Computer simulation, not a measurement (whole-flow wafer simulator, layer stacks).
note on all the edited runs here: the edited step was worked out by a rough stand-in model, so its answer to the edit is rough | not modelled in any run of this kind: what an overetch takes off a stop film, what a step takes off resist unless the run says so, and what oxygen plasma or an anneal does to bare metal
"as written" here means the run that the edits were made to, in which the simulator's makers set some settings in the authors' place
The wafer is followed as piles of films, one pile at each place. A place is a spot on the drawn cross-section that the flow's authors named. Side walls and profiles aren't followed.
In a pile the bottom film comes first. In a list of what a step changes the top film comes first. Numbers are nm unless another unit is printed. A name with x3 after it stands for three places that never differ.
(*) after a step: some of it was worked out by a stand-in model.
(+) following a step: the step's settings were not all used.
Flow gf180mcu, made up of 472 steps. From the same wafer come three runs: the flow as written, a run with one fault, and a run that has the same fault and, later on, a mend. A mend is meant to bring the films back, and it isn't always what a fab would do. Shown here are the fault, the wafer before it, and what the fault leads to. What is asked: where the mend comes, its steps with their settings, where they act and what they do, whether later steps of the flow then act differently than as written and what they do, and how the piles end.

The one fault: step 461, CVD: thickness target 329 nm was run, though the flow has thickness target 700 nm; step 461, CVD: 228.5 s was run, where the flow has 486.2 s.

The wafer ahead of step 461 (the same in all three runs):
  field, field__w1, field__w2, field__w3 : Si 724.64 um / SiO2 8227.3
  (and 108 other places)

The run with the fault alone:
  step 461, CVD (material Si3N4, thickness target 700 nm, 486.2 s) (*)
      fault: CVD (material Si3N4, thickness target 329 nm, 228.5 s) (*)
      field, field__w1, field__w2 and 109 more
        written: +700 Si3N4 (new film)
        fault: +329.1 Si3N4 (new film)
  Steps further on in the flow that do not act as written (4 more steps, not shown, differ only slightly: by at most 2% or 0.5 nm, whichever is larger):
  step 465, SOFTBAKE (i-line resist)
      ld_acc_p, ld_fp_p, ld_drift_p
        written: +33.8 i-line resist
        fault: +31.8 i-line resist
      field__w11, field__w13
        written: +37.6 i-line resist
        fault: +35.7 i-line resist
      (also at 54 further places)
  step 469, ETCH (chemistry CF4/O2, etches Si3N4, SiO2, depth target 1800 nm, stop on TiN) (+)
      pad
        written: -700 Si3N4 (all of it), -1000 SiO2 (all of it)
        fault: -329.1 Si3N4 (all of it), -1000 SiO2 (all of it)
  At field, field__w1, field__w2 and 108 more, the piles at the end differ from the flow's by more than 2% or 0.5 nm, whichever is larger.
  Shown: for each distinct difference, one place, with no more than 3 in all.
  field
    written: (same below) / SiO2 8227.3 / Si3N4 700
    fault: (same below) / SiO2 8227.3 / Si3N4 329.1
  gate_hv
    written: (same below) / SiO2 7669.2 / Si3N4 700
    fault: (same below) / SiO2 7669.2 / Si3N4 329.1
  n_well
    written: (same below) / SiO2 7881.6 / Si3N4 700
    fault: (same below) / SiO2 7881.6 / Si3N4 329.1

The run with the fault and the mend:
  The mend follows step 468.
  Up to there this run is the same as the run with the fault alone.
  step 468a, STRIP (chemistry O2/N2, power 2160 W, pressure 1700 mTorr) (*)
      iso_ptap_pw, iso_ntap_nw, iso_nw_fld and 33 more
        -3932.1 i-line resist (all of it)
      p_well, sti, spacer, sd_n, mim_1p0, dice_street
        -3938 i-line resist (all of it)
      field__w2, field__w3, field__w6
        -3983.8 i-line resist (all of it)
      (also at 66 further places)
  step 468b, CVD (material Si3N4, thickness target 371 nm, 257.7 s) (*) (a further turn of the flow's step 461, with different settings)
      field, field__w1, field__w2 and 109 more
        +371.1 Si3N4
  step 468c, HMDS (120 C, 60 s) (a further turn of the flow's step 463)
      alters no film at any place that is followed
  step 468d, COAT (i-line resist, thickness 4000 nm) (*) (a further turn of the flow's step 464)
      iso_ptap_pw, iso_ntap_nw, iso_nw_fld and 33 more
        +4000 i-line resist (new film)
      field__w9, field__w13, sd_p_hv, gate_p_hv, nplus_u, npoly_u
        +4017 i-line resist (new film)
      p_well, sti, spacer, sd_n, mim_1p0, dice_street
        +4006.3 i-line resist (new film)
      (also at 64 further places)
  step 468e, SOFTBAKE (i-line resist) (a further turn of the flow's step 465)
      ld_acc_p, ld_fp_p, ld_drift_p
        +33.8 i-line resist
      field__w2, field_sub__w4
        +33.4 i-line resist
      field__w11, field__w13
        +37.6 i-line resist
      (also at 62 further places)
  step 468f, EXPOSE (photomask Pad) (a further turn of the flow's step 466)
      alters no film at any place that is followed
  step 468g, PEB (i-line resist, 115 C, 93.9 s) (a further turn of the flow's step 467)
      iso_ptap_pw, iso_ntap_nw, iso_nw_fld and 33 more
        -67.9 i-line resist
      field, field__w2, field__w3 and 25 more
        -68.8 i-line resist
      field_sub, field_sub__w1, field_sub__w2 and 23 more
        -68.7 i-line resist
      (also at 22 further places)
  step 468h, DEVELOP (thickness 4000 nm) (*) (a further turn of the flow's step 468)
      field__w5, field__w7, field__w13 and 13 more
        -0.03 i-line resist
      pad
        -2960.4 i-line resist (all of it)
  None of the later steps of the flow differs from how it acts as written, at any place that is followed, by more than 2% or 0.5 nm, whichever is larger.
  The piles end only slightly different from the flow's at the places that both follow, by no more than 2% or 0.5 nm, whichever is larger.
